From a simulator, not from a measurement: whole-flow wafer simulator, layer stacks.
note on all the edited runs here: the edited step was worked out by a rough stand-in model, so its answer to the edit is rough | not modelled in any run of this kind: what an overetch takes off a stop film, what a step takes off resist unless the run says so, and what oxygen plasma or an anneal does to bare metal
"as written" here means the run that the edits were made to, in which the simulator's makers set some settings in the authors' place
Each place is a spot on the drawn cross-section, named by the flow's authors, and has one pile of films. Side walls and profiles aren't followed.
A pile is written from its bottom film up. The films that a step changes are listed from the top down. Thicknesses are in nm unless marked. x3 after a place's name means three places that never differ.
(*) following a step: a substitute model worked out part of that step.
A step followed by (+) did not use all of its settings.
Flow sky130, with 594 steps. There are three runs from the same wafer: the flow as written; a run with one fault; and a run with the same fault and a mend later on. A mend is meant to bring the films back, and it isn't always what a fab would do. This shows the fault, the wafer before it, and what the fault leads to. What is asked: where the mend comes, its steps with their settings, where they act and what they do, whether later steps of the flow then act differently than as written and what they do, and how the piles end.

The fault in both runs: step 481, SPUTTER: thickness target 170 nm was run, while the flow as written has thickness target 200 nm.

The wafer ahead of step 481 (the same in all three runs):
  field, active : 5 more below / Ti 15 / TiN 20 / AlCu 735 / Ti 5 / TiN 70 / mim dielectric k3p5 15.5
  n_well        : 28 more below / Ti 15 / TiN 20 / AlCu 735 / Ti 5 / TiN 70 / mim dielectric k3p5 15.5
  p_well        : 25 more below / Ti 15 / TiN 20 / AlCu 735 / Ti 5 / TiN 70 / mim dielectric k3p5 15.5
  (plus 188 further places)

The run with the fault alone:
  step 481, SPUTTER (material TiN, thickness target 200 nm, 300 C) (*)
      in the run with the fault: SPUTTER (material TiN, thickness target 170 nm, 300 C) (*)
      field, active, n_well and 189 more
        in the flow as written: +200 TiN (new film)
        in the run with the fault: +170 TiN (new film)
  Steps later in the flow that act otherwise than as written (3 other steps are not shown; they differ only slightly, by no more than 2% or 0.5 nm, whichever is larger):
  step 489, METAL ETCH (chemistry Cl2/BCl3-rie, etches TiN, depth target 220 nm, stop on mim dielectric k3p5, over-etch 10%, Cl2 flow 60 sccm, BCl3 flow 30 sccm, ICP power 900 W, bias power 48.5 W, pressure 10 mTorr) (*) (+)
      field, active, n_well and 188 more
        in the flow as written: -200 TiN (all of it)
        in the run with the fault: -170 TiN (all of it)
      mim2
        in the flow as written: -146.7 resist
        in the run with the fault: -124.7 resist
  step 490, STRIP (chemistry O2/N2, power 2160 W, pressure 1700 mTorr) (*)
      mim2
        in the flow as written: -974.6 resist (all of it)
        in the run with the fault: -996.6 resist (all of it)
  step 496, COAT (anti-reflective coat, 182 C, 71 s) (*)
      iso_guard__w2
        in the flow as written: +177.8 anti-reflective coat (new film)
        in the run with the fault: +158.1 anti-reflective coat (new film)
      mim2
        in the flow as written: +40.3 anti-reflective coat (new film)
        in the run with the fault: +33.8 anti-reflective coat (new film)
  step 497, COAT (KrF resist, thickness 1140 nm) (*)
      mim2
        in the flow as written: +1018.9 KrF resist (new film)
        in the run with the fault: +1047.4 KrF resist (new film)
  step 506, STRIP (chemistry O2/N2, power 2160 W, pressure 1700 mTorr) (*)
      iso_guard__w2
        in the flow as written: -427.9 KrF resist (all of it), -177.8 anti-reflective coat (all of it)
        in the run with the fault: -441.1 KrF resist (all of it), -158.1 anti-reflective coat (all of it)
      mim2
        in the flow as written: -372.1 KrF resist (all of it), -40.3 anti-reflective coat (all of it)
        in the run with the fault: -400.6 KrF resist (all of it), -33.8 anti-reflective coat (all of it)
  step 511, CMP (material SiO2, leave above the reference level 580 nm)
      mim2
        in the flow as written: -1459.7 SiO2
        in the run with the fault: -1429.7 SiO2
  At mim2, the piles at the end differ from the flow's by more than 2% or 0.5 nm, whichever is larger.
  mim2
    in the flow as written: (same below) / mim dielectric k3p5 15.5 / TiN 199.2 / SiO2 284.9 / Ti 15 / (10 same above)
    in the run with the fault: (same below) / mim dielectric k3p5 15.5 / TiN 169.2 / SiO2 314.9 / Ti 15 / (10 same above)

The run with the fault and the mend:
  The mend stands after step 481.
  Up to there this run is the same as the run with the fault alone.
  step 481a, SPUTTER (material TiN, thickness target 30 nm, 300 C) (*) (the flow's step 481, run once more with other settings)
      field, active, n_well and 189 more
        +30 TiN
  None of the later steps of the flow acts differently than as written at any place that is followed.
  The piles end the same as the flow's at every place that both follow.
